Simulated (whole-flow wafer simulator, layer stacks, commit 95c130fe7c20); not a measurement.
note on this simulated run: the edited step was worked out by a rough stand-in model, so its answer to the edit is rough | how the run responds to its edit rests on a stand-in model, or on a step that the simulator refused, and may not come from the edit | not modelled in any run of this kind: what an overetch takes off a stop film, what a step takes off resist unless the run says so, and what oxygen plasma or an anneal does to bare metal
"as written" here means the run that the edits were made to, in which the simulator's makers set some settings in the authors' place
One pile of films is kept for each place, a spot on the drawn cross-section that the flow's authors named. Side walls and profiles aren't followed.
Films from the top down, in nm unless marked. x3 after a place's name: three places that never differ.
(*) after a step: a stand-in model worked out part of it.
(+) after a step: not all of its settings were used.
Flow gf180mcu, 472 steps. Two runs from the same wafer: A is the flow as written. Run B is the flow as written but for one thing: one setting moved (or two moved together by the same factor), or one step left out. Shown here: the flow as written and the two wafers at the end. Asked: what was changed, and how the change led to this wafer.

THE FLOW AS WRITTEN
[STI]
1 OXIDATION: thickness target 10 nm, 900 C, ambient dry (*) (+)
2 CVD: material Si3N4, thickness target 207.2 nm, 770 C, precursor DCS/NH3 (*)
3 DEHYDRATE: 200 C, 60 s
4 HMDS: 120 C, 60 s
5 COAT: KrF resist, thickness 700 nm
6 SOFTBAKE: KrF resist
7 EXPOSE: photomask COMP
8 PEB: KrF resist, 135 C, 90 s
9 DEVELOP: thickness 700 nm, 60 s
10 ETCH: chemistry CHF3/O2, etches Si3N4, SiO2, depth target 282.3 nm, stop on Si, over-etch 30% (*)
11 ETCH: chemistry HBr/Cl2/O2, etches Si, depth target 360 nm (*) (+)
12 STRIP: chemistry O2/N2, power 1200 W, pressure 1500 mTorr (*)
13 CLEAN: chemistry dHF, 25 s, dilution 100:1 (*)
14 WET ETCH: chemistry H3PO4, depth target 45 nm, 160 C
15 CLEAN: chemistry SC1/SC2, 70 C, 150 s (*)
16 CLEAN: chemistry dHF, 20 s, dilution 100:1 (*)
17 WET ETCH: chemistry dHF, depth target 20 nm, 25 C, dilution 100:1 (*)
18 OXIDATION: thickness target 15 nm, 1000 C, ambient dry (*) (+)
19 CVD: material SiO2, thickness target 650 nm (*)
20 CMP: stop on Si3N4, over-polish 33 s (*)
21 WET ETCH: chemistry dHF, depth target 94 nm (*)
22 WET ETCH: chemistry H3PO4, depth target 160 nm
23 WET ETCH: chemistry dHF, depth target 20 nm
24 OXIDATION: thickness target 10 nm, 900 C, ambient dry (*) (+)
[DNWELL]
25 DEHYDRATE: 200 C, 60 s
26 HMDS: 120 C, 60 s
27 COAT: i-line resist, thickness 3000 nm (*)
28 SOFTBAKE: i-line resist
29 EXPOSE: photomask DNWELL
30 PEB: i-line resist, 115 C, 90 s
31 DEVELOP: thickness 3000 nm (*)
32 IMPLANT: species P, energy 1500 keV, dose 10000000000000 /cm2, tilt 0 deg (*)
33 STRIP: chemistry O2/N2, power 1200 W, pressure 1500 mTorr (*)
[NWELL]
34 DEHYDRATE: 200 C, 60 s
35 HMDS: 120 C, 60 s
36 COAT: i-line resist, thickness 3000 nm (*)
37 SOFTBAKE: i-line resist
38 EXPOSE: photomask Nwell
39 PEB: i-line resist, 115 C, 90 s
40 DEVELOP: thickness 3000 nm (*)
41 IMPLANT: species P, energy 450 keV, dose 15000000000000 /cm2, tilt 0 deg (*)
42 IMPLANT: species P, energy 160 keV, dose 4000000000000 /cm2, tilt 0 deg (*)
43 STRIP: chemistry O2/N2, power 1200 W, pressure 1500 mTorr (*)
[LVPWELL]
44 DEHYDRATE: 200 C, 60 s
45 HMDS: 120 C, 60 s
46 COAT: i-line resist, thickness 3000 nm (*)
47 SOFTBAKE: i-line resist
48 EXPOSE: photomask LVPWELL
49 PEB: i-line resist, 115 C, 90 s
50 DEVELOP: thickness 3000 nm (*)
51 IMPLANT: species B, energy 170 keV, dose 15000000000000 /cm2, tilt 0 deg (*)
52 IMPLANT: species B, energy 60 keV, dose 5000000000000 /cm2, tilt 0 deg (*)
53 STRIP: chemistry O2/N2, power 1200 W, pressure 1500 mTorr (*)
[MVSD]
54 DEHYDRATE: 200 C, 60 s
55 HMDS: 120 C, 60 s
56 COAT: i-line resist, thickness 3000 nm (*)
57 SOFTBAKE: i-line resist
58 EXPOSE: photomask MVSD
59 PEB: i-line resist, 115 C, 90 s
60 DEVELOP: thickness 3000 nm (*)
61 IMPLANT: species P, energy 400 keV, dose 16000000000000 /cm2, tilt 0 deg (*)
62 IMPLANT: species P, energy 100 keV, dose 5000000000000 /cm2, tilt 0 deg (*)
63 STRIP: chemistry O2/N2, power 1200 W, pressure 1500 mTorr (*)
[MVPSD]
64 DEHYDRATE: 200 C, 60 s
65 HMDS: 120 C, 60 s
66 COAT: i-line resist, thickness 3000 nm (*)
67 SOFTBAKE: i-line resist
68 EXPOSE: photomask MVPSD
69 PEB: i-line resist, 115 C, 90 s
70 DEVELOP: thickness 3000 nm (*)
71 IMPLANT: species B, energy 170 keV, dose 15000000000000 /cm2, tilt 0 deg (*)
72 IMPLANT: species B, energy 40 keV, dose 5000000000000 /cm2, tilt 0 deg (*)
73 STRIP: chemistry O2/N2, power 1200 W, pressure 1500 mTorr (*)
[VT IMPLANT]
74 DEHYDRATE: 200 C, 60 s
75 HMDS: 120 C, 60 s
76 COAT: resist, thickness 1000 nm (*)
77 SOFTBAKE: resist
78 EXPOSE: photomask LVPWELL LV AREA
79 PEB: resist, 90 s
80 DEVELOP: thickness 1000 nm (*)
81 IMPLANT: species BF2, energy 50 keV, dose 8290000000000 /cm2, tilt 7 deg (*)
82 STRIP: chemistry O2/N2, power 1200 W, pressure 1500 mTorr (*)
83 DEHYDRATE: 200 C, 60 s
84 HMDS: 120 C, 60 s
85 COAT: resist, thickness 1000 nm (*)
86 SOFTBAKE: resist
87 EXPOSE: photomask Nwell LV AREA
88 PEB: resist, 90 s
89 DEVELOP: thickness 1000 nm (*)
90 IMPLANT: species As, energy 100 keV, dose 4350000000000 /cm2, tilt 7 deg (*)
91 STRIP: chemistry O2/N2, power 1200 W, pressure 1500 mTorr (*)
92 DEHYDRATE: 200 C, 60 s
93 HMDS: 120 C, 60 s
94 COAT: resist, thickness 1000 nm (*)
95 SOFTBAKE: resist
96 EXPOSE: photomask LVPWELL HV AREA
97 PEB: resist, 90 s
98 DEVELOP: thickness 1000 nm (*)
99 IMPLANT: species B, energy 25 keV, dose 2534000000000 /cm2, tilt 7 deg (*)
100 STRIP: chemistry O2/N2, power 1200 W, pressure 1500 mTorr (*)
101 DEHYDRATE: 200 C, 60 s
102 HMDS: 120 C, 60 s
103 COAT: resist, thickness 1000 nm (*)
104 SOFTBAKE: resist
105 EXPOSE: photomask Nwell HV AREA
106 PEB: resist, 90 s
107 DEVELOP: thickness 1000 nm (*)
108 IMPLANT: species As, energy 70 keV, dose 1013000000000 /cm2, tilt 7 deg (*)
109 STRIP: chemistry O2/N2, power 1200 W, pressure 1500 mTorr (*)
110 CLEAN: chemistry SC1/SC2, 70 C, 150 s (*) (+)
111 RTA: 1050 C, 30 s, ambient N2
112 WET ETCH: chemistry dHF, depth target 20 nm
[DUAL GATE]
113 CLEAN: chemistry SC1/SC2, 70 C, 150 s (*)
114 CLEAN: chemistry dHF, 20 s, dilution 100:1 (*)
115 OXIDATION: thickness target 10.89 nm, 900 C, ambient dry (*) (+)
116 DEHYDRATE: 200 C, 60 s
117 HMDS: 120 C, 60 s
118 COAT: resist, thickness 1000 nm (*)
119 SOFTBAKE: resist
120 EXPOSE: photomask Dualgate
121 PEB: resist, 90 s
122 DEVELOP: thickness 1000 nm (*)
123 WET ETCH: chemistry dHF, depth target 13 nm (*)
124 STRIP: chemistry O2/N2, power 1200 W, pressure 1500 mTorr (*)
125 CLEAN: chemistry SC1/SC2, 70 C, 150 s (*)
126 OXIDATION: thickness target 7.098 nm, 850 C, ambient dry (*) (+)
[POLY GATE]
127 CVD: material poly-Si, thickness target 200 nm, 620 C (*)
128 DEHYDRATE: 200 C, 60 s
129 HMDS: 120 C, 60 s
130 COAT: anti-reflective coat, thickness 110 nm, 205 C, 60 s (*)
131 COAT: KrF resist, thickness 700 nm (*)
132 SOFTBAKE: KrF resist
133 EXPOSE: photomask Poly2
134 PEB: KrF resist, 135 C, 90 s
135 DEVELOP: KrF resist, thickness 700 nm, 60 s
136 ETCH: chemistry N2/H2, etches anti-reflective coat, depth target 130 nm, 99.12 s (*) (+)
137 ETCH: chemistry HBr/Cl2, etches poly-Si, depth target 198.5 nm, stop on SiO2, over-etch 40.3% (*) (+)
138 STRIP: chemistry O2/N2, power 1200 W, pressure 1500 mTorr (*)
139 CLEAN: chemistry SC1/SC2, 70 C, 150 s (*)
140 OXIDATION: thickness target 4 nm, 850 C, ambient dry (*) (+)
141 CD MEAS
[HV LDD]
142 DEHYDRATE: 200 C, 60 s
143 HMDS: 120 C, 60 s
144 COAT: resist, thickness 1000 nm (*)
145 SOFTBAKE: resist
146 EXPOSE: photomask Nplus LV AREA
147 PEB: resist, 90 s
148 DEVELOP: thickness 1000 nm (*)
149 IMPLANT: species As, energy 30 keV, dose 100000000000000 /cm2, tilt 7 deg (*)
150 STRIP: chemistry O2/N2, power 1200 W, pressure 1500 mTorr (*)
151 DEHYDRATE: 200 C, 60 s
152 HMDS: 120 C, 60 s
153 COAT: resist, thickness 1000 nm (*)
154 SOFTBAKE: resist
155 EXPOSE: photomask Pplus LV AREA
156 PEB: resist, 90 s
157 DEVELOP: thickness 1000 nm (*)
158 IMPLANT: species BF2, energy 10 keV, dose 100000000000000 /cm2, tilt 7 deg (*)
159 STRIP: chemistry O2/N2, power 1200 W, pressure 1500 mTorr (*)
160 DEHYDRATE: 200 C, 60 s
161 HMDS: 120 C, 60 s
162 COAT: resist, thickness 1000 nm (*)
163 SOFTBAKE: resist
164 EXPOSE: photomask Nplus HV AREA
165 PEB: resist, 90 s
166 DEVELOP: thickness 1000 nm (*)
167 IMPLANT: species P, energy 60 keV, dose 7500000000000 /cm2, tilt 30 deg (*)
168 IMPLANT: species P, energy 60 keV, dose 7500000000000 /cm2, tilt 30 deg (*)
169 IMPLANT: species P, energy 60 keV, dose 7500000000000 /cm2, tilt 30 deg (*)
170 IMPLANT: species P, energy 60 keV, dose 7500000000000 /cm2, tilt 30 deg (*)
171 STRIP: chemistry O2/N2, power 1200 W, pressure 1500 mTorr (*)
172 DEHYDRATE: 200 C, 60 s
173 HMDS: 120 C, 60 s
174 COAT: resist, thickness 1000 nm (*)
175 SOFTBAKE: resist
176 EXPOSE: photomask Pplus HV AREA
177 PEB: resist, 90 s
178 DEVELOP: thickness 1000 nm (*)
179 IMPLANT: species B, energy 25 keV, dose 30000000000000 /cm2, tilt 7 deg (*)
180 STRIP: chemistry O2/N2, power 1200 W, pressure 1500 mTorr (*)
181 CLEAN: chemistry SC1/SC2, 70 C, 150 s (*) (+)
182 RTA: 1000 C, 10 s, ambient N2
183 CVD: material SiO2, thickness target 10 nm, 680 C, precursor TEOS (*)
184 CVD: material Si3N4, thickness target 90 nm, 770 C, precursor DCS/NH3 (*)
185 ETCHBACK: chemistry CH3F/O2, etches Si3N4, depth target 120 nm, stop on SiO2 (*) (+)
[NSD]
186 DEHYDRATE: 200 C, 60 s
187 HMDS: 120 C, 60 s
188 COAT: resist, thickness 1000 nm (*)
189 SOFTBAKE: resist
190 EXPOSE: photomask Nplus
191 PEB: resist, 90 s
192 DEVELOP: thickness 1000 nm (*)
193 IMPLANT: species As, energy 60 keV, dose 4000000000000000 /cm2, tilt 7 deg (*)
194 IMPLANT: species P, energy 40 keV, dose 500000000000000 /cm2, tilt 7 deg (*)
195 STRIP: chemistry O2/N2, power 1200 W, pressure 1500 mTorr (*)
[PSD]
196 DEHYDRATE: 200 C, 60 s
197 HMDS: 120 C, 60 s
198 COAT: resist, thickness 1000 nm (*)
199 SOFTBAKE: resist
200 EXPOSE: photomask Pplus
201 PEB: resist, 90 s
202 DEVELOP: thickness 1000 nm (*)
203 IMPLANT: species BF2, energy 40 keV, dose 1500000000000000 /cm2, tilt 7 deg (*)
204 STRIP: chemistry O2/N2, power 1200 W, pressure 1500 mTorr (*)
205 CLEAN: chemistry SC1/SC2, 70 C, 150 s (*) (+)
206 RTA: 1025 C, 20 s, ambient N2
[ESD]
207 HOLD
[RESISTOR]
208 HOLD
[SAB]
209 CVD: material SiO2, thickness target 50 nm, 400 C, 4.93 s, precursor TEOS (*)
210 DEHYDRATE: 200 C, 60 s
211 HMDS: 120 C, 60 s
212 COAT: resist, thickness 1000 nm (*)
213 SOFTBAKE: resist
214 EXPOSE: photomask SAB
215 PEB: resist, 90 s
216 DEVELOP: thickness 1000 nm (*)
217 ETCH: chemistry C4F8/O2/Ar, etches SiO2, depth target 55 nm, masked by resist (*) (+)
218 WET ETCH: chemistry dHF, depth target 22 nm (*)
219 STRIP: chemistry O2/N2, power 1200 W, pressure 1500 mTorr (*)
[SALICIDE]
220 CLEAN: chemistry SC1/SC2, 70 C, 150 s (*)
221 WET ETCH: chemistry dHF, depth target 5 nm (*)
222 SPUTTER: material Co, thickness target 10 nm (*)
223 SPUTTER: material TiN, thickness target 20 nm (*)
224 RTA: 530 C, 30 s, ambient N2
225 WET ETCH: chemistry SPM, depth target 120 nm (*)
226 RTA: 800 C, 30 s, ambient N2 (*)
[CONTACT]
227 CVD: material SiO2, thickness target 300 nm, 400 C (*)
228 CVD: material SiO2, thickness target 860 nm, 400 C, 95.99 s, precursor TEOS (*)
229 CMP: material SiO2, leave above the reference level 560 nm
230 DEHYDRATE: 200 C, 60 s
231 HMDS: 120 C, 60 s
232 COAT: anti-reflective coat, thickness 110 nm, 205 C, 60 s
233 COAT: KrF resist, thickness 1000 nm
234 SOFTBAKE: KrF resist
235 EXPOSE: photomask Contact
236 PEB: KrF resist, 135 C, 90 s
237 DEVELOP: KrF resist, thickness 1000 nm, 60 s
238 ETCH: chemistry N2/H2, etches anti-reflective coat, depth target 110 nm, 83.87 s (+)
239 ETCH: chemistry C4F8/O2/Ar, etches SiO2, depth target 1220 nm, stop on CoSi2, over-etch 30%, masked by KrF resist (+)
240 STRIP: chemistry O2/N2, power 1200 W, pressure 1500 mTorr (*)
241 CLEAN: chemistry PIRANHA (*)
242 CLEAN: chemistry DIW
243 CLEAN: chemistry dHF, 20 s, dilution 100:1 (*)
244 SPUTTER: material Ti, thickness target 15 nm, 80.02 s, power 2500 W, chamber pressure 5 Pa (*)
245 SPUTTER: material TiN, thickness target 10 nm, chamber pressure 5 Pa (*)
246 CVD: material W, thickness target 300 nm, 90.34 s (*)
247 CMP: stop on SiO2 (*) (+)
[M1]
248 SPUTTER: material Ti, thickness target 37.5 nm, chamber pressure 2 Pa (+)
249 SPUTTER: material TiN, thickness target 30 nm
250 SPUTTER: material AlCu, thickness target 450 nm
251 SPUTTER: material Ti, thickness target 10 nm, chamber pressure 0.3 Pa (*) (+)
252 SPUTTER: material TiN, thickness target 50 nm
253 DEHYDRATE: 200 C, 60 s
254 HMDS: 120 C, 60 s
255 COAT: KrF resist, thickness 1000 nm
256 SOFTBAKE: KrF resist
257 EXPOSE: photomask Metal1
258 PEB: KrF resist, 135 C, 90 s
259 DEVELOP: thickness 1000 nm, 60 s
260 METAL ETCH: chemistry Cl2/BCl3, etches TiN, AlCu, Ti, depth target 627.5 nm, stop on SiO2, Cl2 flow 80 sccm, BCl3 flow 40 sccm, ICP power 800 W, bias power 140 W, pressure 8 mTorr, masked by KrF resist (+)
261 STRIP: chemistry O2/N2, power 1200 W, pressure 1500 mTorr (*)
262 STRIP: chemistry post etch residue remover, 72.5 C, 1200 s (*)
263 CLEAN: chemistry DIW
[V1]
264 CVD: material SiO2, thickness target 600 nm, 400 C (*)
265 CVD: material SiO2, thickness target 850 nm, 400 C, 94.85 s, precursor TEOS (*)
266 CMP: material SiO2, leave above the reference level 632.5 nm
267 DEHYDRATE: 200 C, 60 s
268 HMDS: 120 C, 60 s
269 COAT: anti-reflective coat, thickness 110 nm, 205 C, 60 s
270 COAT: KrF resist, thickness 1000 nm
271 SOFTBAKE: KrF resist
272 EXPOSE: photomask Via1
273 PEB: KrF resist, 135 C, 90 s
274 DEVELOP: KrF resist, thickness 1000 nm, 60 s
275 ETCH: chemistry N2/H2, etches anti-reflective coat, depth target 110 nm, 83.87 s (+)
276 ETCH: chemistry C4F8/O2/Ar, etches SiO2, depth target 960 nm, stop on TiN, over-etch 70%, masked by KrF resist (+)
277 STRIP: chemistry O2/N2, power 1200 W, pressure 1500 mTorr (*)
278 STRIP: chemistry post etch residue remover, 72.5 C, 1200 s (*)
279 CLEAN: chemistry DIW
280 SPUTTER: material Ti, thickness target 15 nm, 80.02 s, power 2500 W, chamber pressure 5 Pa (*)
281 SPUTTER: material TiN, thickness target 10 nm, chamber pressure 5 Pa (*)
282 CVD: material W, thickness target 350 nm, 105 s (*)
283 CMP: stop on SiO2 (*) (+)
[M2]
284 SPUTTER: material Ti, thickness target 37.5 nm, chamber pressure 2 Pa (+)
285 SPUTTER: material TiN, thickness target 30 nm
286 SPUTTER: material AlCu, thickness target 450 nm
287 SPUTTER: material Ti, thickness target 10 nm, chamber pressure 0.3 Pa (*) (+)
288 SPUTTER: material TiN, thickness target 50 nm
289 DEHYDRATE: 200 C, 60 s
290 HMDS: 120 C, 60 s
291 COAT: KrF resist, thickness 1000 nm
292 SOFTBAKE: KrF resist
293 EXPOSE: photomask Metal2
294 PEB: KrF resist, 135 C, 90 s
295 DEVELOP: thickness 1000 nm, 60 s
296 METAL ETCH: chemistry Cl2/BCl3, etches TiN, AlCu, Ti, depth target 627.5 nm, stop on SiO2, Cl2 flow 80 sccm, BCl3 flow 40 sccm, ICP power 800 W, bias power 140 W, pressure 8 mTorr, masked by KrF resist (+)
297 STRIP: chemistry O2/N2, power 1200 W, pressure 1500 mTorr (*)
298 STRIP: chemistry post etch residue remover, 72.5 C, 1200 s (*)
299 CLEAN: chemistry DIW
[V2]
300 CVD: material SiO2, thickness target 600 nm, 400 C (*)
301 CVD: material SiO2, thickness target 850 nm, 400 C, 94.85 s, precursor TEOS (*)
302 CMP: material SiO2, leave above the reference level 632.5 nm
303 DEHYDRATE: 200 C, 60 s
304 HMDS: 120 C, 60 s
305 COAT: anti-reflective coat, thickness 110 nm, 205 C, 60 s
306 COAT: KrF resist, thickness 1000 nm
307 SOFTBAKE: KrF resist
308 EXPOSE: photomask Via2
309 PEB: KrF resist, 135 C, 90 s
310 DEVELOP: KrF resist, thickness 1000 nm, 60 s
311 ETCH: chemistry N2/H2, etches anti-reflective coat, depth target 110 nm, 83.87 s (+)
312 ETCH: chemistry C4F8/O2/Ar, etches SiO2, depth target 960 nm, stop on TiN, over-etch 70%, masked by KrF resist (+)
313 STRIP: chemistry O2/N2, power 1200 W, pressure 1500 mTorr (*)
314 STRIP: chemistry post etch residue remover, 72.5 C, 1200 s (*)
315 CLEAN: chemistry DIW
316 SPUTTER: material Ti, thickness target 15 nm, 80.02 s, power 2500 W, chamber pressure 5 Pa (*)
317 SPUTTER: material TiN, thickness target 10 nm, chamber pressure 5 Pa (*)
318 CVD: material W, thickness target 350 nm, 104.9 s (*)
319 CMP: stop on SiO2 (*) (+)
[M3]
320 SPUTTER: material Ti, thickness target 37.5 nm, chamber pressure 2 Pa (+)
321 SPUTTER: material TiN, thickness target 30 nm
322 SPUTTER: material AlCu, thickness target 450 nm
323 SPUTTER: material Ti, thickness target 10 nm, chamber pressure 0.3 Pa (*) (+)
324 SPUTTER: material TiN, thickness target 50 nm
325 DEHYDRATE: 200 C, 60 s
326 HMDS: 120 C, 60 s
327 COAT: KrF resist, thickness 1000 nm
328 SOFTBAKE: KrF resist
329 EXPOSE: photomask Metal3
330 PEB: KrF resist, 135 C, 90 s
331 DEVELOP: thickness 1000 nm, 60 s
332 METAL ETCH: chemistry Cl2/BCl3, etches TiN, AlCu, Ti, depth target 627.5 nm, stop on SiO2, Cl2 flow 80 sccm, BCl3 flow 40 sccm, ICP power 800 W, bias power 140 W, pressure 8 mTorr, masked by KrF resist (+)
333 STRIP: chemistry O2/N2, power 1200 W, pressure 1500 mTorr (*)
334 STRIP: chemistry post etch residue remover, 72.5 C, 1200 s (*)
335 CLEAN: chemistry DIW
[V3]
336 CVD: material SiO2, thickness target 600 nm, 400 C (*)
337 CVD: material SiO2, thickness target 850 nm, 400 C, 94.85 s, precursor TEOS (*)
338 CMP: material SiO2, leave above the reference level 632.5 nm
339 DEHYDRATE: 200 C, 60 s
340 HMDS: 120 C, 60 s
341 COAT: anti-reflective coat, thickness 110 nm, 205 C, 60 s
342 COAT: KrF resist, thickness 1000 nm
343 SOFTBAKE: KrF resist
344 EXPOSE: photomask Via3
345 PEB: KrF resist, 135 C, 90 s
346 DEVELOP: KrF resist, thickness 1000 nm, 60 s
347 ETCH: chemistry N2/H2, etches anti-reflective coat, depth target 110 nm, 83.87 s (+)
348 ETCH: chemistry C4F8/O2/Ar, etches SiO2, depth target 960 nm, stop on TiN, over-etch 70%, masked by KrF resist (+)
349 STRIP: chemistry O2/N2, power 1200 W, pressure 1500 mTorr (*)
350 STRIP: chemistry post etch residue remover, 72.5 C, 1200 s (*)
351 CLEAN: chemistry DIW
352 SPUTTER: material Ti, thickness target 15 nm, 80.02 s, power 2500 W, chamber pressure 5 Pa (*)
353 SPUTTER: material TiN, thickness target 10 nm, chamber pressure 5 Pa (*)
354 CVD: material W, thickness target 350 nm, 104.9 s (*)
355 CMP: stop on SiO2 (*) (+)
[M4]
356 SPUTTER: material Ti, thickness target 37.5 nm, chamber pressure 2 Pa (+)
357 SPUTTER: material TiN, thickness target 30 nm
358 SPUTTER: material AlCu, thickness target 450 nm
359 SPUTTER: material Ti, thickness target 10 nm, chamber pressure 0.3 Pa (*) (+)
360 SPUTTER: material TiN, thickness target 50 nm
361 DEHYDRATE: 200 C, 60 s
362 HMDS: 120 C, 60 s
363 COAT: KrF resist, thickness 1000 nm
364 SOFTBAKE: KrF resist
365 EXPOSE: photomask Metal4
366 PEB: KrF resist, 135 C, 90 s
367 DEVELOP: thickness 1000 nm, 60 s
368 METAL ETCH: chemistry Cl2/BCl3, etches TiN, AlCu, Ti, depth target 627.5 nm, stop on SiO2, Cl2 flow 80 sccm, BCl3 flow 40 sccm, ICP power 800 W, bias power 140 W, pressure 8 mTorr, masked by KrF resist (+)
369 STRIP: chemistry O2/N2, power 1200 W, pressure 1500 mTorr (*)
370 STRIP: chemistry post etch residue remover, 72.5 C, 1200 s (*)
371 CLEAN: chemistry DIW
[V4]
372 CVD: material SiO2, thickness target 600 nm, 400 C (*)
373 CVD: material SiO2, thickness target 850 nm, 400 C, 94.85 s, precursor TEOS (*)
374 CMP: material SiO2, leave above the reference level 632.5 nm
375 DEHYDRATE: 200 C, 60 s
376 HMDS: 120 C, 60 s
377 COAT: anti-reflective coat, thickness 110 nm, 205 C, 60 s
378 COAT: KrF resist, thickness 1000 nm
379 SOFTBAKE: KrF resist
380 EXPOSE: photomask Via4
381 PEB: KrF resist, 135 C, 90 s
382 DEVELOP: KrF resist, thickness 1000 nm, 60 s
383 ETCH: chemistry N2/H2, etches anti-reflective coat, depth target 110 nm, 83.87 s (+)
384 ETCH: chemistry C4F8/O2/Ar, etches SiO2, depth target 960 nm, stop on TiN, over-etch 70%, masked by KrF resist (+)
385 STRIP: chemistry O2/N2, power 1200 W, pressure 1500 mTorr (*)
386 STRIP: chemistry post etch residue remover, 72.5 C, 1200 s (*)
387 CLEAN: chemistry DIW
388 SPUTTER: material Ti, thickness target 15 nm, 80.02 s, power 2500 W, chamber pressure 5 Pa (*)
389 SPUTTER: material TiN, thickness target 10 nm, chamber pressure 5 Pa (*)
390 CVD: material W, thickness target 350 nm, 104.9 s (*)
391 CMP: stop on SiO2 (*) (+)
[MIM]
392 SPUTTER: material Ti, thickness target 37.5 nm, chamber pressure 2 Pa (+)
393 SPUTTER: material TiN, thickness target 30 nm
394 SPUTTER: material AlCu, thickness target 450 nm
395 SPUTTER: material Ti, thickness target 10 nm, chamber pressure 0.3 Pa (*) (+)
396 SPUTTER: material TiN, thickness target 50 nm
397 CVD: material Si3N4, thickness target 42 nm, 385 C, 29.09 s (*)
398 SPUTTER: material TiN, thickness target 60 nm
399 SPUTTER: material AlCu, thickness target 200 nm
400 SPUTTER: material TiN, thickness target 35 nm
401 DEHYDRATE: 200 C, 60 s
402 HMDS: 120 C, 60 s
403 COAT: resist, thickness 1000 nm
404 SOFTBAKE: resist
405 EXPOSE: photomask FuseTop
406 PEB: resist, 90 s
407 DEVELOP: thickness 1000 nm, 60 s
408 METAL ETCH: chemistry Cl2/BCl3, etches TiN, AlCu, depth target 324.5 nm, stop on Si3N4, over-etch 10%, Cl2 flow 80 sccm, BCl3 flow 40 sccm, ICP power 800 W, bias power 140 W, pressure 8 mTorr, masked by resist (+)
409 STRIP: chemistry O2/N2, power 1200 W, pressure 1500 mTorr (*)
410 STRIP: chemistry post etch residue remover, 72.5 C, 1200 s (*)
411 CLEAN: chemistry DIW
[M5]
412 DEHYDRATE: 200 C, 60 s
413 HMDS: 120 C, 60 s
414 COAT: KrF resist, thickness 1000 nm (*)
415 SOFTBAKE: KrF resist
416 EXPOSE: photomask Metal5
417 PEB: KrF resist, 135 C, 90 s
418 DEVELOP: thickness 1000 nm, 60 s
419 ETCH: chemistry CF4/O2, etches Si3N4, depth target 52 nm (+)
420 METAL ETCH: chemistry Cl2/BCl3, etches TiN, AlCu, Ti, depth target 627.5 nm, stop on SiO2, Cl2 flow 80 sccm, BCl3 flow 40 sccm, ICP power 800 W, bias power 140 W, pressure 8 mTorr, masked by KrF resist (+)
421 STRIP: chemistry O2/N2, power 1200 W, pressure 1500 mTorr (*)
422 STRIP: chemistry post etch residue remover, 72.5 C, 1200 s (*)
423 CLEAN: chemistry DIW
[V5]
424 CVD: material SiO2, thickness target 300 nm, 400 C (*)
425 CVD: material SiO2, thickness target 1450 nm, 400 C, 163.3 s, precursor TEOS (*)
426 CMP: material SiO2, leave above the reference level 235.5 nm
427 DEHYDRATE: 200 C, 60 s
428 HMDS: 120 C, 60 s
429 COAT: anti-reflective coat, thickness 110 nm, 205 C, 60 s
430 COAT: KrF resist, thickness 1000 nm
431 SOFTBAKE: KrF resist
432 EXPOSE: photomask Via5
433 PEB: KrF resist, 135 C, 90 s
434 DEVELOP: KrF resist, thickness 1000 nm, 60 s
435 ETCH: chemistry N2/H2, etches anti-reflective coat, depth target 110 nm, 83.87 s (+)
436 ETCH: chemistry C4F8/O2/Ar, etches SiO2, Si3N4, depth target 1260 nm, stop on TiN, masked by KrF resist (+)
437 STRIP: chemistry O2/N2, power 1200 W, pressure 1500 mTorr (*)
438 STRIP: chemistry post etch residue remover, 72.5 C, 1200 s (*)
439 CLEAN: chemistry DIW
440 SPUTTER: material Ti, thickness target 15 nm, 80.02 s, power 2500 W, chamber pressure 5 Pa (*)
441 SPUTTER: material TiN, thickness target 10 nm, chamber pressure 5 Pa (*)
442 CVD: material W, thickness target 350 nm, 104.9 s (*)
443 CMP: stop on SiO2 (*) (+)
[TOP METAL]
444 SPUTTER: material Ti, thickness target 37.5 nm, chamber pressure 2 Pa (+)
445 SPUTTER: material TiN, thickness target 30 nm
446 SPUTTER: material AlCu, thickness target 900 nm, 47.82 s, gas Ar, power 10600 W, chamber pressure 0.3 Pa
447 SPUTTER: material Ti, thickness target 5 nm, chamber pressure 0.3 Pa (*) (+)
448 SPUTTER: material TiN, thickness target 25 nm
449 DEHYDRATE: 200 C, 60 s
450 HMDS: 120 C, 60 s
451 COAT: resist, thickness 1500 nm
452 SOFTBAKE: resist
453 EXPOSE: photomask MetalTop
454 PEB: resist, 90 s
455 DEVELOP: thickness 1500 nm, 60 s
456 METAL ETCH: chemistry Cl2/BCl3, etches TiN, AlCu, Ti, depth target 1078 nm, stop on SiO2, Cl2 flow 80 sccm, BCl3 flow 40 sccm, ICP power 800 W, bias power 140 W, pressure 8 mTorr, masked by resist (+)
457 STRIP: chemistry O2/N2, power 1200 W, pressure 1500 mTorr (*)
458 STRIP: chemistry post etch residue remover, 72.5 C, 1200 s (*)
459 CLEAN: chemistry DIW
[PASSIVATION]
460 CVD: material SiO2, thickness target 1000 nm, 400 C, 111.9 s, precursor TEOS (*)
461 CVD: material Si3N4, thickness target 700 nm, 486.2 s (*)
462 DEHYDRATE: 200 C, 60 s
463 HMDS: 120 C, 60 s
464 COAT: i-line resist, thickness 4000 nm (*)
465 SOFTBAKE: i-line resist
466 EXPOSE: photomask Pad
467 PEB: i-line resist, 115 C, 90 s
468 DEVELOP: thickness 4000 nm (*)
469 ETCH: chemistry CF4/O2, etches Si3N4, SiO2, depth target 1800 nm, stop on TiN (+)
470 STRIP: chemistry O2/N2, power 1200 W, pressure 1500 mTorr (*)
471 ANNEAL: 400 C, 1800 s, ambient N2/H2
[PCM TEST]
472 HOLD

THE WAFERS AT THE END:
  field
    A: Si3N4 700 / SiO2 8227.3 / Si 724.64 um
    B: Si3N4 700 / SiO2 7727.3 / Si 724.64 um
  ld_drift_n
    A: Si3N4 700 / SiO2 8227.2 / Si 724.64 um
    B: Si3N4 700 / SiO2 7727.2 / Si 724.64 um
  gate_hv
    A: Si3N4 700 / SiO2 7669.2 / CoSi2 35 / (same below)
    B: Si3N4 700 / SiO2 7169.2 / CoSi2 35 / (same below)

The cause: step 460, CVD: thickness target 500 nm was run, where the flow has thickness target 1000 nm.

How the change led to this, step by step:
  460 CVD: material SiO2, thickness target 1000 nm, 400 C, 111.9 s, precursor TEOS (*)
      field, field__w1, field__w2 and 103 more: A SiO2 +1000 | B SiO2 +500
      field__w8, contact, m1, m1__w1, pad, m1_nw: A SiO2 +1000 (new film) | B SiO2 +500 (new film)
  465 SOFTBAKE: i-line resist
      field__w5, field__w9: A i-line resist +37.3 | B i-line resist +30
      field__w11, field__w13: A i-line resist +37.9 | B i-line resist +31
      (and at 57 more places)
  469 ETCH: chemistry CF4/O2, etches Si3N4, SiO2, depth target 1800 nm, stop on TiN (+)
      pad: A Si3N4 -700 (all of it), SiO2 -1000 (all of it) | B Si3N4 -700 (all of it), SiO2 -500 (all of it)
